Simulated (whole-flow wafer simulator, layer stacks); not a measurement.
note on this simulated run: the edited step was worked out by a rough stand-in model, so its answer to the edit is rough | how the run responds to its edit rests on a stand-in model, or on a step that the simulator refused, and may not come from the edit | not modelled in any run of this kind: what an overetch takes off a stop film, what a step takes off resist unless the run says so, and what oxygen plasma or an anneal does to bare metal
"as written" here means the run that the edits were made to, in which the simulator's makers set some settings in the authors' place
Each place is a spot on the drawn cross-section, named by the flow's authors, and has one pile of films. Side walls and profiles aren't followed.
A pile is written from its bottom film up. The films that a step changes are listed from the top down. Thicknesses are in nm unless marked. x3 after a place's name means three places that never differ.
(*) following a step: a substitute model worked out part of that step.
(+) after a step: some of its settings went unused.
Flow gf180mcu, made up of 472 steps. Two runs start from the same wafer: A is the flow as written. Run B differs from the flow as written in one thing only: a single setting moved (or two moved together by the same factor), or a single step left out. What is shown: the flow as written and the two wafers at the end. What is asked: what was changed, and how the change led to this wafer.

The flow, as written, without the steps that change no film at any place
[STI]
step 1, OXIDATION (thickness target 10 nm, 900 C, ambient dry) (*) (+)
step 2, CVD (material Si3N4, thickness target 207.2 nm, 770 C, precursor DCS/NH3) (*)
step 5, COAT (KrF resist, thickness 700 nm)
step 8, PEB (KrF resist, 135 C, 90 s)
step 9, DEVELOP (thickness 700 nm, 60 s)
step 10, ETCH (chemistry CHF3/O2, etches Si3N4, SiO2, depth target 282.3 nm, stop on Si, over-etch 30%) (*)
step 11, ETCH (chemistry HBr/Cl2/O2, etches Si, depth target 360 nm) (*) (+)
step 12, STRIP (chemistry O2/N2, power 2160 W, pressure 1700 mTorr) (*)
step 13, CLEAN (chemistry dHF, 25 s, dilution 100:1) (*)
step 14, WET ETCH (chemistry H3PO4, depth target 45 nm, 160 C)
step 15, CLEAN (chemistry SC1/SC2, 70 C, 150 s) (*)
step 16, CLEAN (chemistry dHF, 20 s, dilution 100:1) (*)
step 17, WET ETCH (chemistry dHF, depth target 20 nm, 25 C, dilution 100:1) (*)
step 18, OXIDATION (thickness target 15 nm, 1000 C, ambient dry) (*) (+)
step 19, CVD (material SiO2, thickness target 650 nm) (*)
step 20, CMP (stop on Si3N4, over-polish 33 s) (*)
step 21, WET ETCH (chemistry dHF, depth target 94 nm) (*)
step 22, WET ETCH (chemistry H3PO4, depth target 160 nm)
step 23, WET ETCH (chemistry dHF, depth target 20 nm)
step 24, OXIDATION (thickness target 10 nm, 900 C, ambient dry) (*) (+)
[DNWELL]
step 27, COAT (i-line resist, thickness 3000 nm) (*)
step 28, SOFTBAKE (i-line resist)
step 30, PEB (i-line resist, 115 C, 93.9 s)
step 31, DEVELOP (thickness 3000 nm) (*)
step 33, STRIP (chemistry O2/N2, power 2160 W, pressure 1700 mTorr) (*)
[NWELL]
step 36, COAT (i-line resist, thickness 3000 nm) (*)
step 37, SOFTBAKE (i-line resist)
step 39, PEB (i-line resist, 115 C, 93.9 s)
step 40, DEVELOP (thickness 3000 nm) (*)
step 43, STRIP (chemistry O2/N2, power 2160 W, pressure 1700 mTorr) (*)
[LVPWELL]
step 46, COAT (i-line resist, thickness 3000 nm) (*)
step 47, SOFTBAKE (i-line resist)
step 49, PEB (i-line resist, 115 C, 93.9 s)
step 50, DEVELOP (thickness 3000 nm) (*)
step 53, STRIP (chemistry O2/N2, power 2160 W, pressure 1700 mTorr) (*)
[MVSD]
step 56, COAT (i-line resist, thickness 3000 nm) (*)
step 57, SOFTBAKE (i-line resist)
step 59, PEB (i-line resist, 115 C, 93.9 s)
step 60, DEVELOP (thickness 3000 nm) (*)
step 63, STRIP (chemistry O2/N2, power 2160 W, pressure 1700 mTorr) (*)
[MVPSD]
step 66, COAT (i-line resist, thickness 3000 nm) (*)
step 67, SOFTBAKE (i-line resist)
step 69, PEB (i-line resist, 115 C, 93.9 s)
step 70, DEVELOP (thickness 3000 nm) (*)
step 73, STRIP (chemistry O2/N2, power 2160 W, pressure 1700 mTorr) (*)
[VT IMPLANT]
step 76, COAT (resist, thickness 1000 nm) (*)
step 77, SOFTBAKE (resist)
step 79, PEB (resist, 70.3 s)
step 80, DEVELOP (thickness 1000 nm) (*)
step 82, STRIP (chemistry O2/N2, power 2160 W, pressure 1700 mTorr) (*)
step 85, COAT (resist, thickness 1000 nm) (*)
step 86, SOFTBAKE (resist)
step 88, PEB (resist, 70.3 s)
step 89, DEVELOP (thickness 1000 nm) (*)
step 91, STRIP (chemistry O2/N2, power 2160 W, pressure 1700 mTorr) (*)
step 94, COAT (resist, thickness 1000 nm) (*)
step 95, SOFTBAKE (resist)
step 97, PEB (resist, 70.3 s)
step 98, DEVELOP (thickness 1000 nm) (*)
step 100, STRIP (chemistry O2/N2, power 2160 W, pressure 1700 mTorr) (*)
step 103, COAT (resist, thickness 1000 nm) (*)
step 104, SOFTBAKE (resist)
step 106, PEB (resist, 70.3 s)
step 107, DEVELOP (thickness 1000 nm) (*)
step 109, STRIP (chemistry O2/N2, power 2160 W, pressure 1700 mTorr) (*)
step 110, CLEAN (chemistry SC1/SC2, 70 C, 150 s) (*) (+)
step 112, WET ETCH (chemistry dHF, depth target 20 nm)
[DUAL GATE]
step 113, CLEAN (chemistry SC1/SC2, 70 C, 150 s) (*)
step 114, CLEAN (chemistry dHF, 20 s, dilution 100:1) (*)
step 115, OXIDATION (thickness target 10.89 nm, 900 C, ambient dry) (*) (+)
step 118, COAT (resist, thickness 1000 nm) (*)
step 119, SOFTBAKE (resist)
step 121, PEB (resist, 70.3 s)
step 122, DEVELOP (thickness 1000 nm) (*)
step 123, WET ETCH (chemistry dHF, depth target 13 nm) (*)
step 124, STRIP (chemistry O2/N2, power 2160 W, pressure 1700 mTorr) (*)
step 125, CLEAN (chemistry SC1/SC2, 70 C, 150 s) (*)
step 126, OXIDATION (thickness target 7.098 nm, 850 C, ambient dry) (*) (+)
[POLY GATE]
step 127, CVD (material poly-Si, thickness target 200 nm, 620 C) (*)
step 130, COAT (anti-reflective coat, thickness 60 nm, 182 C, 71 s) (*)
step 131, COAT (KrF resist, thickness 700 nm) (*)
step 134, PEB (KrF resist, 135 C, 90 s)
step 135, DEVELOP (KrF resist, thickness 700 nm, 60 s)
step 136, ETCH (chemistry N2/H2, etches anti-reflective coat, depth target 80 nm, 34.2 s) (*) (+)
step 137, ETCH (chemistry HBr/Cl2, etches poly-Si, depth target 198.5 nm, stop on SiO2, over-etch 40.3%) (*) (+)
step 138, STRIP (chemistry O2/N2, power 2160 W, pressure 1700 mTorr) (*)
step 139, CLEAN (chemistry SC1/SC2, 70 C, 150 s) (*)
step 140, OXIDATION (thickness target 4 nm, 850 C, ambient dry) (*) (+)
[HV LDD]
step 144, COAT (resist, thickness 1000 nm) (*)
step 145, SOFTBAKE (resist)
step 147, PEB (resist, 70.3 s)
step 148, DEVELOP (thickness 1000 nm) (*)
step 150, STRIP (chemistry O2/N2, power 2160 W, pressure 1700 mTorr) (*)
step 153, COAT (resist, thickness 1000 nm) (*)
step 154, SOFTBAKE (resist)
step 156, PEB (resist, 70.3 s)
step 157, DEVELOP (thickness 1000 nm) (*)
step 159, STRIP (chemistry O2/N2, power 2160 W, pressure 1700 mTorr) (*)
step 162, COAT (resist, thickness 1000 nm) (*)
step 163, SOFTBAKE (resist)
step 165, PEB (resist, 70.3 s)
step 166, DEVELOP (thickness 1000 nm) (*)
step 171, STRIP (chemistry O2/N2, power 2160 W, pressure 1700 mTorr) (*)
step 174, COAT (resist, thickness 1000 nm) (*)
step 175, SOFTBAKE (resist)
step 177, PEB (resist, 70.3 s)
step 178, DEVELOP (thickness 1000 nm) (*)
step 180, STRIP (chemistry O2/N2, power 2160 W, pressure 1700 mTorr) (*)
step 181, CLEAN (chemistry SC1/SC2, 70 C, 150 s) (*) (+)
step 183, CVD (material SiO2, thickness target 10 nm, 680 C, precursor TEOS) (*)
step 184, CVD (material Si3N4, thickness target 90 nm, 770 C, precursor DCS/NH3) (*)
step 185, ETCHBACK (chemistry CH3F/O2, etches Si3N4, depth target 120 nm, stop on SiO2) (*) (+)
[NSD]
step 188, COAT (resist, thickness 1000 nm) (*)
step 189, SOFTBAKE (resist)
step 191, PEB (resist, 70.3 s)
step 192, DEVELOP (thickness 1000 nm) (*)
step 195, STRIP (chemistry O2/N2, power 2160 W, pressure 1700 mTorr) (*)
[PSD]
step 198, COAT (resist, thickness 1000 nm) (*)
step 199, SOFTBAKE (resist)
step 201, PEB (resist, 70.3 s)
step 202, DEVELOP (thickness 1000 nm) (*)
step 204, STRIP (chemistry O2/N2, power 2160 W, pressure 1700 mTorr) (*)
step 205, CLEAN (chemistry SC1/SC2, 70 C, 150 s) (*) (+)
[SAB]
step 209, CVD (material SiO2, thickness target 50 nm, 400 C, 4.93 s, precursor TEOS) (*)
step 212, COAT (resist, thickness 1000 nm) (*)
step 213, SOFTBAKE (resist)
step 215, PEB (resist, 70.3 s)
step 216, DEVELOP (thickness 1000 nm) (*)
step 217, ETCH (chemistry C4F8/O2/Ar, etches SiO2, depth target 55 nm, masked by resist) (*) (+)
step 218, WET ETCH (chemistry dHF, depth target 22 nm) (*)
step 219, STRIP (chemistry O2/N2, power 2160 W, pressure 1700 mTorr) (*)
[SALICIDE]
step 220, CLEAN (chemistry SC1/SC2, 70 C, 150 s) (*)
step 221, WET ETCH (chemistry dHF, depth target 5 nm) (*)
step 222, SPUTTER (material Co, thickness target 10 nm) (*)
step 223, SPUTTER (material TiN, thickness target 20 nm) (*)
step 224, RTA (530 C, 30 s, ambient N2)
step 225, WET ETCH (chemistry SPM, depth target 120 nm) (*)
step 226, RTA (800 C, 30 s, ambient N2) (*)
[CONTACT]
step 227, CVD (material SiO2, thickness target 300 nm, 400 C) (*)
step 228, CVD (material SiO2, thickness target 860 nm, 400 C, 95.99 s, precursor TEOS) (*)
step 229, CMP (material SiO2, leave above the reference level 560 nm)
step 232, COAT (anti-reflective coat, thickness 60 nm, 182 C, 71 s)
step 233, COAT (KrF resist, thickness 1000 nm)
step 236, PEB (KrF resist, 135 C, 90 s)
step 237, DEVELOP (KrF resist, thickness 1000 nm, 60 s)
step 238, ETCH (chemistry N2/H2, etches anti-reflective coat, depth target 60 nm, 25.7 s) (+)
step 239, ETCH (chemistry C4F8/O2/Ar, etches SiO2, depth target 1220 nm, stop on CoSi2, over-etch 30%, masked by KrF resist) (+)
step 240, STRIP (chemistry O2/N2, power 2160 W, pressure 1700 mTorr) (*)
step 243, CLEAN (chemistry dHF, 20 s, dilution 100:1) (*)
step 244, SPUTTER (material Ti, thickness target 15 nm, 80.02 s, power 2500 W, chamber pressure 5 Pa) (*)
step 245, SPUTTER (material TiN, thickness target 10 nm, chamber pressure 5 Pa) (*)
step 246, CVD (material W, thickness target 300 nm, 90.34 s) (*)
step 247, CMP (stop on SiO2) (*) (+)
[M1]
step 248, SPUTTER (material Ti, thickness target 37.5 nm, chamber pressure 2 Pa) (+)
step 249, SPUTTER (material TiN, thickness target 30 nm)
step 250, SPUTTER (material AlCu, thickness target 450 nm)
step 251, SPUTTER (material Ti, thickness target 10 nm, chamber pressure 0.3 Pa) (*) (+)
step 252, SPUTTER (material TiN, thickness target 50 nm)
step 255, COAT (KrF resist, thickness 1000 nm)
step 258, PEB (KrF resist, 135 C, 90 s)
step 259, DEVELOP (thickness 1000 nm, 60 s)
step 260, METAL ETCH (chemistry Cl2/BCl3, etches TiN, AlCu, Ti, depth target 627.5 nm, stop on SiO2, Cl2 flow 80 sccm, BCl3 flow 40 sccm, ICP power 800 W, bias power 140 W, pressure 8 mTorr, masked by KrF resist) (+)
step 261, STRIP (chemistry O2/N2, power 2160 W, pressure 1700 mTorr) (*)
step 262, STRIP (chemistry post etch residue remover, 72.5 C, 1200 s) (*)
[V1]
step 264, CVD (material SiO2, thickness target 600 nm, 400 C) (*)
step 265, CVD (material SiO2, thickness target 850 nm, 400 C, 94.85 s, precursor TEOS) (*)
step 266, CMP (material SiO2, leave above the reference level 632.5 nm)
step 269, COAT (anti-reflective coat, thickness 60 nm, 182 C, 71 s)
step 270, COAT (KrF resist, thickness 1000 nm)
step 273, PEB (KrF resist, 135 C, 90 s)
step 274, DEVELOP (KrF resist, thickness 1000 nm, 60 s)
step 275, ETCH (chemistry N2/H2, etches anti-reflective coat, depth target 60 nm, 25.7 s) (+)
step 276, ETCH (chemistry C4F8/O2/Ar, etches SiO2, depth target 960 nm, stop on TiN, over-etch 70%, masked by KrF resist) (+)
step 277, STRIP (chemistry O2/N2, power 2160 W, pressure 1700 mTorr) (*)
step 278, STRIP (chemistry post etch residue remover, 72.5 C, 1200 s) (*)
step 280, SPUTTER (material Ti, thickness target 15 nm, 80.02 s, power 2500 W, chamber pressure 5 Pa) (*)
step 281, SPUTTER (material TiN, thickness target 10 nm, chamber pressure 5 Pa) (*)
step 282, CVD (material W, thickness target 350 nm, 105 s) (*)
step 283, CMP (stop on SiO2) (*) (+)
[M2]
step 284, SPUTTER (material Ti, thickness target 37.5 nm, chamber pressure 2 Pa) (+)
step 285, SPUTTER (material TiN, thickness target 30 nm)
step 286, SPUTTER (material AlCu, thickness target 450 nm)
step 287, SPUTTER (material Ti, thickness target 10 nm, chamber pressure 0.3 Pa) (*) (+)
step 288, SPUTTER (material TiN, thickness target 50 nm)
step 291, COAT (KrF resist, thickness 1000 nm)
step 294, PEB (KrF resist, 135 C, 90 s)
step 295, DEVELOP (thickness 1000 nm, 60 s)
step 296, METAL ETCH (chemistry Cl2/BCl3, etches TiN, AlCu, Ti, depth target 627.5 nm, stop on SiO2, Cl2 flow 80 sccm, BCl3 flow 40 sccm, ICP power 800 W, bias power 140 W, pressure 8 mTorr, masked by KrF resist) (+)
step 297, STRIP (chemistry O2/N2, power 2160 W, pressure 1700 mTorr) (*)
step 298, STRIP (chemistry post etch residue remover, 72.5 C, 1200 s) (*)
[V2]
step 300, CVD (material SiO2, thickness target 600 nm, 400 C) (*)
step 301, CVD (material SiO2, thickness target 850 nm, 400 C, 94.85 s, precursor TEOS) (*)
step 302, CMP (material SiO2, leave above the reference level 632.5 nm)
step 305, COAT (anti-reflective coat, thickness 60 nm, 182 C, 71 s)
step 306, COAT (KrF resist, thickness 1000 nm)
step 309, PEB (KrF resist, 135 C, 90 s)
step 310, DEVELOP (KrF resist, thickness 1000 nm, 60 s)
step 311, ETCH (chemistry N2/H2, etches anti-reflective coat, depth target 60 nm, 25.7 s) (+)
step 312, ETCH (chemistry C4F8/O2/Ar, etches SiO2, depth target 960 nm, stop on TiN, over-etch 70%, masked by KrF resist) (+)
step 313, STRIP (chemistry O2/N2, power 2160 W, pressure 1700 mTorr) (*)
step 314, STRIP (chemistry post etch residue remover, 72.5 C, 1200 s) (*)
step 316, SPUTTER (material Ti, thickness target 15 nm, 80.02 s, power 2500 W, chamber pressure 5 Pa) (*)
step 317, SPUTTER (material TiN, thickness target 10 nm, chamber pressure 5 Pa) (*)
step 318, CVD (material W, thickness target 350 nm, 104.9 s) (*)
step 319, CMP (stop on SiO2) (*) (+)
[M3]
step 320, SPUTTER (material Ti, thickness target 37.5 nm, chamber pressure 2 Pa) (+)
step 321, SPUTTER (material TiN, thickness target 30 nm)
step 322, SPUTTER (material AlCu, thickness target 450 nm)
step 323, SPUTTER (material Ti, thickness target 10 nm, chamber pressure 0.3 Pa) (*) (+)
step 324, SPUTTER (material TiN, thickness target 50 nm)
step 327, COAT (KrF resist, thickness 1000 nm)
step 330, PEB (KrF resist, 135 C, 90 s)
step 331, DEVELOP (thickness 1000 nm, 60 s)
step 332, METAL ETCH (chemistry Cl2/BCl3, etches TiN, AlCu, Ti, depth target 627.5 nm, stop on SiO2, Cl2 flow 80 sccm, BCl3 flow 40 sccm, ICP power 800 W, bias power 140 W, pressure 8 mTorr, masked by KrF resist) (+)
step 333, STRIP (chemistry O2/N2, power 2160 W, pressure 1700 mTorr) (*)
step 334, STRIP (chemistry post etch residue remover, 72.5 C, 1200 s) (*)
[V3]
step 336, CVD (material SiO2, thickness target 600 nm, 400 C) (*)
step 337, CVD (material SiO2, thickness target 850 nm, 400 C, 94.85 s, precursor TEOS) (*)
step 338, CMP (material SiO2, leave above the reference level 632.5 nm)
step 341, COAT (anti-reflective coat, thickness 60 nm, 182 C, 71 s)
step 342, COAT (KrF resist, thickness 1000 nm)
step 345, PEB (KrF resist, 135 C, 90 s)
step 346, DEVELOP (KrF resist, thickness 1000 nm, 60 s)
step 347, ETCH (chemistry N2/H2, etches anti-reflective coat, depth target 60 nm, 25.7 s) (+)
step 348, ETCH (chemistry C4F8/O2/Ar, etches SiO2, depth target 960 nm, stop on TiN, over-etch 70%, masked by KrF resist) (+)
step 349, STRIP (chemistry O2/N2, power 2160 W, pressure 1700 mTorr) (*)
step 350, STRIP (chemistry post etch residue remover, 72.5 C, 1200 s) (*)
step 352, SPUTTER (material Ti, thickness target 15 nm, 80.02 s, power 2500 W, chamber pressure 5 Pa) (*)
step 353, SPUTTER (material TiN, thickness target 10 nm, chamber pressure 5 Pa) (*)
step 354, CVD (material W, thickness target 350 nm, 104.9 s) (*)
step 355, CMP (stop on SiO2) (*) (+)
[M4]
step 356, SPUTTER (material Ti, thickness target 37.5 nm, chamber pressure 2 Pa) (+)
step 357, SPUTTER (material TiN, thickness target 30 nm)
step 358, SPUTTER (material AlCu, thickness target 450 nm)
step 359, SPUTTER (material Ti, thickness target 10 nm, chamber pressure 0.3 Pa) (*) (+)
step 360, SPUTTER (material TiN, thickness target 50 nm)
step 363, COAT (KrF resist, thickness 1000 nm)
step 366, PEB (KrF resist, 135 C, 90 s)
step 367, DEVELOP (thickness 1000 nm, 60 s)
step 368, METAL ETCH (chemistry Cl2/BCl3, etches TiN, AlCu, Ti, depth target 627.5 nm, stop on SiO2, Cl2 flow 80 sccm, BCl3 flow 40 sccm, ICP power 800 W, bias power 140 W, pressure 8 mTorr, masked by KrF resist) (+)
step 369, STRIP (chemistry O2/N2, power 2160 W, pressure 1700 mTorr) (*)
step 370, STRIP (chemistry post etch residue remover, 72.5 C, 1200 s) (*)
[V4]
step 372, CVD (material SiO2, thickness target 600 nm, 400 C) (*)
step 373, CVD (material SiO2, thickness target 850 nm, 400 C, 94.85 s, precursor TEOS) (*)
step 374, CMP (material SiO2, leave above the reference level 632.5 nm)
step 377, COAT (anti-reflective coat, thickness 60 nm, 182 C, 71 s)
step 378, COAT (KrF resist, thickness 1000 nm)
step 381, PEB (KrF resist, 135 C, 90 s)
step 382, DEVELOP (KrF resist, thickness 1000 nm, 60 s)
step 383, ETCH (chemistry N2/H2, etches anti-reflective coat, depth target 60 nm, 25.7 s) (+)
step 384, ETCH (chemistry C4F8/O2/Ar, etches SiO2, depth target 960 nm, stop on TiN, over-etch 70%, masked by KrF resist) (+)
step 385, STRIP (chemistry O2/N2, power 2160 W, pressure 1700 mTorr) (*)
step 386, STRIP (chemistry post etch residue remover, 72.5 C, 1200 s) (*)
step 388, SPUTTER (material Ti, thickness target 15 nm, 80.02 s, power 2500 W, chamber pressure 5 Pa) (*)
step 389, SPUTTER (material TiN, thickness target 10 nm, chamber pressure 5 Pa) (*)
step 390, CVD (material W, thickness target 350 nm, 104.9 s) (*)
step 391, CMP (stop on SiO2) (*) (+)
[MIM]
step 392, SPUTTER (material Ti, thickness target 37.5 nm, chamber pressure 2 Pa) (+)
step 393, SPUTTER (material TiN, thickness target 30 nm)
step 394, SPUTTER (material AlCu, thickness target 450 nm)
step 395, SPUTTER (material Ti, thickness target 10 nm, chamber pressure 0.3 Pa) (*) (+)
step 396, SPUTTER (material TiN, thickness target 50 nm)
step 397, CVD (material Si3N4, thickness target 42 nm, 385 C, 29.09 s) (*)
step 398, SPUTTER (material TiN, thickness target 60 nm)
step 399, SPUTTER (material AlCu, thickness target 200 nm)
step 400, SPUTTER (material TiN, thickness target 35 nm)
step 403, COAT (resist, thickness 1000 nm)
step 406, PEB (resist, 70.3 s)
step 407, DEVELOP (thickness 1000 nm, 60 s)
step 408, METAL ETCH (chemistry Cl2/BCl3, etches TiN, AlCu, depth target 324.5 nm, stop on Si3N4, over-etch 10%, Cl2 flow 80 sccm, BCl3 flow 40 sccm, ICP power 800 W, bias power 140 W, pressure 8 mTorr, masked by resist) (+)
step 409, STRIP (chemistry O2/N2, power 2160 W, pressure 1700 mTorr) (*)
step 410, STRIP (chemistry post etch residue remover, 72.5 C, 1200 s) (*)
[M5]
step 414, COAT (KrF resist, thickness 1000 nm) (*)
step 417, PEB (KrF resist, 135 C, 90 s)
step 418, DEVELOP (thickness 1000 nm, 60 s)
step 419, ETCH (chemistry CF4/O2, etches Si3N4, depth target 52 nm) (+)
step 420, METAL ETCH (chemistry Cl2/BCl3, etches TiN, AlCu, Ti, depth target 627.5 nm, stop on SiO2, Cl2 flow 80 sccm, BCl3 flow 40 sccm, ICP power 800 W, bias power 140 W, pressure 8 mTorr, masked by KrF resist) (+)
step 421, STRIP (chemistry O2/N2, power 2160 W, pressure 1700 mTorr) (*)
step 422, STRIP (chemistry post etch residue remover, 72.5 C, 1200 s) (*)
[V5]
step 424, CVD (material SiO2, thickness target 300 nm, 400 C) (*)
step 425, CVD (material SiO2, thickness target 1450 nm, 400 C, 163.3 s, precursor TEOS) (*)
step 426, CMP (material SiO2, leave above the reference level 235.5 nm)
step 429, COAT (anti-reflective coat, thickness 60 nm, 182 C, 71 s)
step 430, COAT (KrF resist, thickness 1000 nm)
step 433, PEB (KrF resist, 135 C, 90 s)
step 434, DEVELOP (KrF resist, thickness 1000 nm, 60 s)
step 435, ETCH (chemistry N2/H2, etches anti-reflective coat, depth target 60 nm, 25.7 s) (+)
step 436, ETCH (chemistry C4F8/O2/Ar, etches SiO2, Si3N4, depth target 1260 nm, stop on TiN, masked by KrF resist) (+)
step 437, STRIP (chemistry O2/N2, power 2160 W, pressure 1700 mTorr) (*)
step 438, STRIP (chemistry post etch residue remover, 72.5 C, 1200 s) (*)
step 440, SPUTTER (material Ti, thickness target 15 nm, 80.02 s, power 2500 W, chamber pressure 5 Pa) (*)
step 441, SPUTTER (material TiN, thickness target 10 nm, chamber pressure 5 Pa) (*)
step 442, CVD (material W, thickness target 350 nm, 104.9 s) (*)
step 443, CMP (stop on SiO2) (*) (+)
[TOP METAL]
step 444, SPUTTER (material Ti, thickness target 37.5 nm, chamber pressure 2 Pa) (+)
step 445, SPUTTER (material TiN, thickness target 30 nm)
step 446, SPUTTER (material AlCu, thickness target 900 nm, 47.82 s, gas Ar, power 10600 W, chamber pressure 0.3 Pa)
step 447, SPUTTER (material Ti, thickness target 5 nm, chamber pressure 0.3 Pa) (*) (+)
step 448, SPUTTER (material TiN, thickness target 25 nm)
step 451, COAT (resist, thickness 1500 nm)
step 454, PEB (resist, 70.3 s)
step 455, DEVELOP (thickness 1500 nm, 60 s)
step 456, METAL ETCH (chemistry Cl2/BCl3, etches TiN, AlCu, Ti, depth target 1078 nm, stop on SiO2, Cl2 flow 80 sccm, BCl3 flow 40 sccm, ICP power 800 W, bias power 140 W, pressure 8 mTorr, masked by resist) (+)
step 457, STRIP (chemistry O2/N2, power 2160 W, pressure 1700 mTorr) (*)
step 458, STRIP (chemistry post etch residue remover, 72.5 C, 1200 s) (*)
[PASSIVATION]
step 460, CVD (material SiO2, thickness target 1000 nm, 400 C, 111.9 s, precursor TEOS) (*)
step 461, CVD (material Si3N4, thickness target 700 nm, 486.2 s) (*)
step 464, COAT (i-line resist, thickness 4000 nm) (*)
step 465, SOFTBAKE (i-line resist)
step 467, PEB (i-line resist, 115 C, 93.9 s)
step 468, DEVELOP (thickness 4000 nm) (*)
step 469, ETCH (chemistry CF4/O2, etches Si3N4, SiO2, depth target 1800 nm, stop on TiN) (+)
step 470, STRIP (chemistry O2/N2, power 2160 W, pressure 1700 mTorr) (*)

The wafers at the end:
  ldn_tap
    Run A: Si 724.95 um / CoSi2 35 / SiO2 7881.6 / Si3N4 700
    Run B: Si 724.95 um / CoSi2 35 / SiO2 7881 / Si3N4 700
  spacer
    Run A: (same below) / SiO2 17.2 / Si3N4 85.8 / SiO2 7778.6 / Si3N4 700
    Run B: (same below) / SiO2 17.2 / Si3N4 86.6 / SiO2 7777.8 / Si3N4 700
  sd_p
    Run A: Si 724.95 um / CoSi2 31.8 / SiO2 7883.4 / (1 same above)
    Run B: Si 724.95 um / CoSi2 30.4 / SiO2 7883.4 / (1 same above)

What caused this: step 209, CVD: thickness target 78 nm was run, though the flow has thickness target 50 nm; step 209, CVD: 7.691 s was run, where the flow has 4.93 s.

How this came from the change, step by step:
  step 209, CVD (material SiO2, thickness target 50 nm, 400 C, 4.93 s, precursor TEOS) (*)
      field, field__w7, field__w8 and 35 more: A +50 SiO2 | B +76.9 SiO2
      active, p_well, gate and 35 more: A +50 SiO2 | B +77 SiO2
      (as well as at 33 more places)
  step 217, ETCH (chemistry C4F8/O2/Ar, etches SiO2, depth target 55 nm, masked by resist) (*) (+)
      spacer: A -50 SiO2 (all of it), -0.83 Si3N4 | B -55 SiO2
  step 218, WET ETCH (chemistry dHF, depth target 22 nm) (*)
      ldn_tap, ldn_src, ldn_drn, ldp_tap, ldp_src, ldp_drn, ldp_gr: A -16 SiO2 (all of it) | B -40.1 SiO2
      ld_drn_n, ld_sd_p: A -14.8 SiO2 (all of it) | B -38.8 SiO2
      (as well as at 91 more places)
  step 219, STRIP (chemistry O2/N2, power 2160 W, pressure 1700 mTorr) (*)
      active_hv, active_nat, ld_sd_n and 11 more: A +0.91 chemical SiO2 (new film), -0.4 Si | B nothing
  step 221, WET ETCH (chemistry dHF, depth target 5 nm) (*)
      ldn_tap, ldp_src, ldp_drn, ldp_gr: A -0.76 chemical SiO2 (all of it) | B -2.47 SiO2 (all of it)
      ldn_src, ldn_drn, ldp_tap: A -0.76 chemical SiO2 (all of it) | B -2.46 SiO2 (all of it)
      (as well as at 7 more places)
  step 223, SPUTTER (material TiN, thickness target 20 nm) (*)
      field__w12: A +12 TiN (new film) | B +12.7 TiN (new film)
      sd_p: A +17.9 TiN (new film) | B +17 TiN (new film)
      (as well as at 1 more place)
  step 224, RTA (530 C, 30 s, ambient N2)
      sd_p: A under 1 film: +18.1 CoSi (new film), -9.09 Co (all of it), -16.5 Si | B under 1 film: +17.3 CoSi (new film), -8.69 Co (all of it), -15.8 Si
  step 225, WET ETCH (chemistry SPM, depth target 120 nm) (*)
      field__w12: A -12 TiN (all of it), -6.15 Co (all of it) | B -12.7 TiN (all of it), -6.45 Co (all of it)
      sd_p: A -17.9 TiN (all of it) | B -17 TiN (all of it)
      (as well as at 1 more place)
  step 226, RTA (800 C, 30 s, ambient N2) (*)
      sd_p: A +31.8 CoSi2 (new film), -18.1 CoSi (all of it), -16.5 Si | B +30.4 CoSi2 (new film), -17.3 CoSi (all of it), -15.8 Si
  step 229, CMP (material SiO2, leave above the reference level 560 nm)
      ldn_sep__w1, ldn_sep__w2, ldn_dft and 8 more: A -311 SiO2 | B -321.3 SiO2
      sti, mim_1p0, pad, dice_street, iso_nw_fld, iso_fld_sub: A -296.8 SiO2 | B -307.1 SiO2
      (as well as at 45 more places)
